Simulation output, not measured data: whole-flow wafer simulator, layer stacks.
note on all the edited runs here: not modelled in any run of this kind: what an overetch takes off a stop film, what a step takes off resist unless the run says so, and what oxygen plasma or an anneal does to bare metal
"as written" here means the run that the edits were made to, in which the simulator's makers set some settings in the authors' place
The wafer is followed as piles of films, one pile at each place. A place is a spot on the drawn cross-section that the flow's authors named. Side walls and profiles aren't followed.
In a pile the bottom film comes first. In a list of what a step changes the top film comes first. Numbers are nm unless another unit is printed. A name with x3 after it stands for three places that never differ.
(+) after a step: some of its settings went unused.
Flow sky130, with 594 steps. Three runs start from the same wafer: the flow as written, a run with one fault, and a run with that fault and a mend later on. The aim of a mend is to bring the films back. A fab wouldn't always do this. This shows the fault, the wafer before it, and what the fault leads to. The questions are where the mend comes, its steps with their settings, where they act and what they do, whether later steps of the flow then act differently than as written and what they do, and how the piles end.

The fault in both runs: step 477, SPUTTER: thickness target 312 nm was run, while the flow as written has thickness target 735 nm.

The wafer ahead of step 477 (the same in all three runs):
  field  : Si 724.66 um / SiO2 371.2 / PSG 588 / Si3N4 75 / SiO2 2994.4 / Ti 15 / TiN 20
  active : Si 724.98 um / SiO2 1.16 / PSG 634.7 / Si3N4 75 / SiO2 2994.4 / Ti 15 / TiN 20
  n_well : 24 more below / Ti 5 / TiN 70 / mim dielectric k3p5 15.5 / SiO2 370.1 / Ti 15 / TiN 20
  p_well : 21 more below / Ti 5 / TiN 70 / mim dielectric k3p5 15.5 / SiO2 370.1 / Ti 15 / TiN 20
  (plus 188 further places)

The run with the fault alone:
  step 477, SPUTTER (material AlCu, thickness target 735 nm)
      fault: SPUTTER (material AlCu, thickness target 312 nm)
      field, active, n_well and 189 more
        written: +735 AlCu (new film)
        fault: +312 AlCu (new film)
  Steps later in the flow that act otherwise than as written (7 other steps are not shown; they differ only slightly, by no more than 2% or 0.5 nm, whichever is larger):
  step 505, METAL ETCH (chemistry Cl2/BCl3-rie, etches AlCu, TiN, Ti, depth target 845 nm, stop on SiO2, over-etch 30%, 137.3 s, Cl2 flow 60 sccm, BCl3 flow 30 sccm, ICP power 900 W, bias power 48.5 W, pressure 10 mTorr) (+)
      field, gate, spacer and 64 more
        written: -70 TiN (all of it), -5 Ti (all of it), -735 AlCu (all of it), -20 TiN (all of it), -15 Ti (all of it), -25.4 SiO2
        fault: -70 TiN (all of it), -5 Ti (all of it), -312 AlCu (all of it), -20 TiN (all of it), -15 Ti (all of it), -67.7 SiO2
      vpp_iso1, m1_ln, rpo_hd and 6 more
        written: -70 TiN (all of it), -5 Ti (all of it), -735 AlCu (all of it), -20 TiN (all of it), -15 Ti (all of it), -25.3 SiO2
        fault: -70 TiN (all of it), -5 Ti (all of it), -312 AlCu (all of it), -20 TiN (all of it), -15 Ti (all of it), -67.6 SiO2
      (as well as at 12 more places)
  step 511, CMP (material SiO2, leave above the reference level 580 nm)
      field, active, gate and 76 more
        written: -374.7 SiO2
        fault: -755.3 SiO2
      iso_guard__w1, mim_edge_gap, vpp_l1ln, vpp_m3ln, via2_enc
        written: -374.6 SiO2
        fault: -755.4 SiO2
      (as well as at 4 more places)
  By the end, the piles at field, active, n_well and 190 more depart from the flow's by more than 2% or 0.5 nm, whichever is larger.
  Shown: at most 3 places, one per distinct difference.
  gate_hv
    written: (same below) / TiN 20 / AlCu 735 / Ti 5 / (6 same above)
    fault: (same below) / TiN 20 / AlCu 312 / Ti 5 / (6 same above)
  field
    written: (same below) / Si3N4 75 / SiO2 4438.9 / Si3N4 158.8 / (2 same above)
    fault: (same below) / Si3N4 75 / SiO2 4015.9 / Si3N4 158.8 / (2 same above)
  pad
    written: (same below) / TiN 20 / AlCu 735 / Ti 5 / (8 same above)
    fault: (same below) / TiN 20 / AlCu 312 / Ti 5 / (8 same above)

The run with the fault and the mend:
  After step 477 comes the mend.
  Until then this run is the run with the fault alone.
  step 477a, SPUTTER (material AlCu, thickness target 423 nm) (the flow's step 477, run once more with other settings)
      field, active, n_well and 189 more
        +423 AlCu
  None of the later steps of the flow acts differently than as written at any place that is followed.
  The piles end the same as the flow's at every place that both follow.
